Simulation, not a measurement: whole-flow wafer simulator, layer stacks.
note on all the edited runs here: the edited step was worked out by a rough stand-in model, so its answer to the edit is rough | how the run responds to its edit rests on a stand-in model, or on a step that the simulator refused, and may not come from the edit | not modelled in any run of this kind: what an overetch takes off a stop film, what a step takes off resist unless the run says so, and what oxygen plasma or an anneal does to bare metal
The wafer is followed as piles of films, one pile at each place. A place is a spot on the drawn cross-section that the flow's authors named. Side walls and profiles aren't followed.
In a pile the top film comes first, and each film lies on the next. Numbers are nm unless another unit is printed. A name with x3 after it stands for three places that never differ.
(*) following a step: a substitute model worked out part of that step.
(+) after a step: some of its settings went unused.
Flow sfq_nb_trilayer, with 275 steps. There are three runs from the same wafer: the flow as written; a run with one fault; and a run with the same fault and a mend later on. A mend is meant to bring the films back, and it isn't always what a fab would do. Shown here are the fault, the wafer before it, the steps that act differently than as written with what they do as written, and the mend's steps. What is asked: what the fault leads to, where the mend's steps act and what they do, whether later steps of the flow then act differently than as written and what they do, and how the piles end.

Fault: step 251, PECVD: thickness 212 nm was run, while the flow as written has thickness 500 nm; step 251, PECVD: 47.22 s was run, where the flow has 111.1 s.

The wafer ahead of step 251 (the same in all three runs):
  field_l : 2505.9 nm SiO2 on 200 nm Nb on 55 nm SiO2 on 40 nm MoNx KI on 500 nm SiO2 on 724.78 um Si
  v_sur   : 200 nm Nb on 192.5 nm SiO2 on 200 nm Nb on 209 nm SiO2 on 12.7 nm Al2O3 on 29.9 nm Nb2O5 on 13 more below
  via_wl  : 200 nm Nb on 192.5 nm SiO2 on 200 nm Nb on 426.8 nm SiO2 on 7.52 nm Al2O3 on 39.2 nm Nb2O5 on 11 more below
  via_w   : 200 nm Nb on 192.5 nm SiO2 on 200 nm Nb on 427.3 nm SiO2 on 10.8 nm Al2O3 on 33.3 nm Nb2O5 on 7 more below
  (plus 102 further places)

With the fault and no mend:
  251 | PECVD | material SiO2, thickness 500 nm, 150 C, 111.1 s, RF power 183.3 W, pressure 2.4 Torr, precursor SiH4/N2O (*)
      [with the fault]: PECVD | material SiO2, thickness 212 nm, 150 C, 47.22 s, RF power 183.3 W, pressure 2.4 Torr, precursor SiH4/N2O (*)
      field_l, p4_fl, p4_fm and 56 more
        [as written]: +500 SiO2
        [with the fault]: +212 SiO2
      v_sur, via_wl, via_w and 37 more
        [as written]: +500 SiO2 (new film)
        [with the fault]: +212 SiO2 (new film)
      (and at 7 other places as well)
  Later steps of the flow acting differently than as written (3 more steps, not shown, differ only slightly: by at most 2% or 0.5 nm, whichever is larger):
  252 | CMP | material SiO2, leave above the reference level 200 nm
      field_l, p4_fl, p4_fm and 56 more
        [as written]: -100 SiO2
        [with the fault]: nothing
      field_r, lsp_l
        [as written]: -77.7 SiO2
        [with the fault]: nothing
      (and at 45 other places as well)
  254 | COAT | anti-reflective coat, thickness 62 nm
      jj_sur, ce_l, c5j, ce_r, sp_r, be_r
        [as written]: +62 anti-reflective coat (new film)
        [with the fault]: +53.4 anti-reflective coat (new film)
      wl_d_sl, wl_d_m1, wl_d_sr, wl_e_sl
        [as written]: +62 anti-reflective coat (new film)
        [with the fault]: +71.7 anti-reflective coat (new film)
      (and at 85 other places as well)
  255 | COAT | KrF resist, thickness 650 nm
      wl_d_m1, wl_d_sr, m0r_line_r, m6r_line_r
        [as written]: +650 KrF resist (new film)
        [with the fault]: +685.7 KrF resist (new film)
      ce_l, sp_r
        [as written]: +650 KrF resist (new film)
        [with the fault]: +614.9 KrF resist (new film)
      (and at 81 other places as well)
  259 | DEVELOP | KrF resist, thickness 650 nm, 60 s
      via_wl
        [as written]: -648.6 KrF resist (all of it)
        [with the fault]: -583.3 KrF resist (all of it)
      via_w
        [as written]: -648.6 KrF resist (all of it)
        [with the fault]: -593.7 KrF resist (all of it)
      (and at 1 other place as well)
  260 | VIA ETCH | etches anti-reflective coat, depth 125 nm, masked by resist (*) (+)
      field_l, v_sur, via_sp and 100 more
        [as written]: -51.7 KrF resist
        [with the fault]: -42.2 KrF resist
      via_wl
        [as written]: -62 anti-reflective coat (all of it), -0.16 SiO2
        [with the fault]: -50.2 anti-reflective coat (all of it), -0.13 SiO2
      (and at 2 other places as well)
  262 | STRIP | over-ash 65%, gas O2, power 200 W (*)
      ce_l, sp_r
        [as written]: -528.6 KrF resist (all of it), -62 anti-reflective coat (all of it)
        [with the fault]: -503 KrF resist (all of it), -53.4 anti-reflective coat (all of it)
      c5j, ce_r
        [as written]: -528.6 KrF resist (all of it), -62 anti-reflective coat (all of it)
        [with the fault]: -503.1 KrF resist (all of it), -53.4 anti-reflective coat (all of it)
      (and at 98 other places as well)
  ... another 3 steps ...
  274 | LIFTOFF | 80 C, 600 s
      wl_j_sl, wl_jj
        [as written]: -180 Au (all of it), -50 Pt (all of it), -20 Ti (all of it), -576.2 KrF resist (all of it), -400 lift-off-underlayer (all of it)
        [with the fault]: -180 Au (all of it), -50 Pt (all of it), -20 Ti (all of it), -561.2 KrF resist (all of it), -385.7 lift-off-underlayer (all of it)
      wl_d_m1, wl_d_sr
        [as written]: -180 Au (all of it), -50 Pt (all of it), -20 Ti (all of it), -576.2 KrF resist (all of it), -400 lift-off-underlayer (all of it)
        [with the fault]: -180 Au (all of it), -50 Pt (all of it), -20 Ti (all of it), -607.3 KrF resist (all of it), -429.4 lift-off-underlayer (all of it)
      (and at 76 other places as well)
  The piles end different from the flow's at field_l, via_v, field_r and 63 more by more than 2% or 0.5 nm, whichever is larger.
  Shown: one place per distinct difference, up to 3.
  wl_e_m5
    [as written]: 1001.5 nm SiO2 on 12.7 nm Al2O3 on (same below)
    [with the fault]: 813.5 nm SiO2 on 12.7 nm Al2O3 on (same below)
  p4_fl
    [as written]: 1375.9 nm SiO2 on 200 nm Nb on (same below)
    [with the fault]: 1187.9 nm SiO2 on 200 nm Nb on (same below)
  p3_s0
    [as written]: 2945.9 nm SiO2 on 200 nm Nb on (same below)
    [with the fault]: 2757.9 nm SiO2 on 200 nm Nb on (same below)

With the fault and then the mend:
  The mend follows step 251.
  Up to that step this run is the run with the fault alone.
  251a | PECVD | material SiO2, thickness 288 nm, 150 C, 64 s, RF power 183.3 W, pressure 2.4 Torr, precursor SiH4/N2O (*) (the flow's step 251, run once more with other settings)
      field_l, v_sur, via_wl and 98 more
        +288 SiO2
      field_r, lsp_l
        +276.1 SiO2
      l0_sur, l0v
        +281.4 SiO2
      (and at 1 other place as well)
  Later steps of the flow acting differently than as written:
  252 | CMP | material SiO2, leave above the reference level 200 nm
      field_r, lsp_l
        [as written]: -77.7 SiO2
        [with the mend]: -80 SiO2
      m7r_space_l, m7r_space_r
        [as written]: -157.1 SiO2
        [with the mend]: -100 SiO2
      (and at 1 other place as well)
  At every place that both follow, the piles at the end match the flow's.
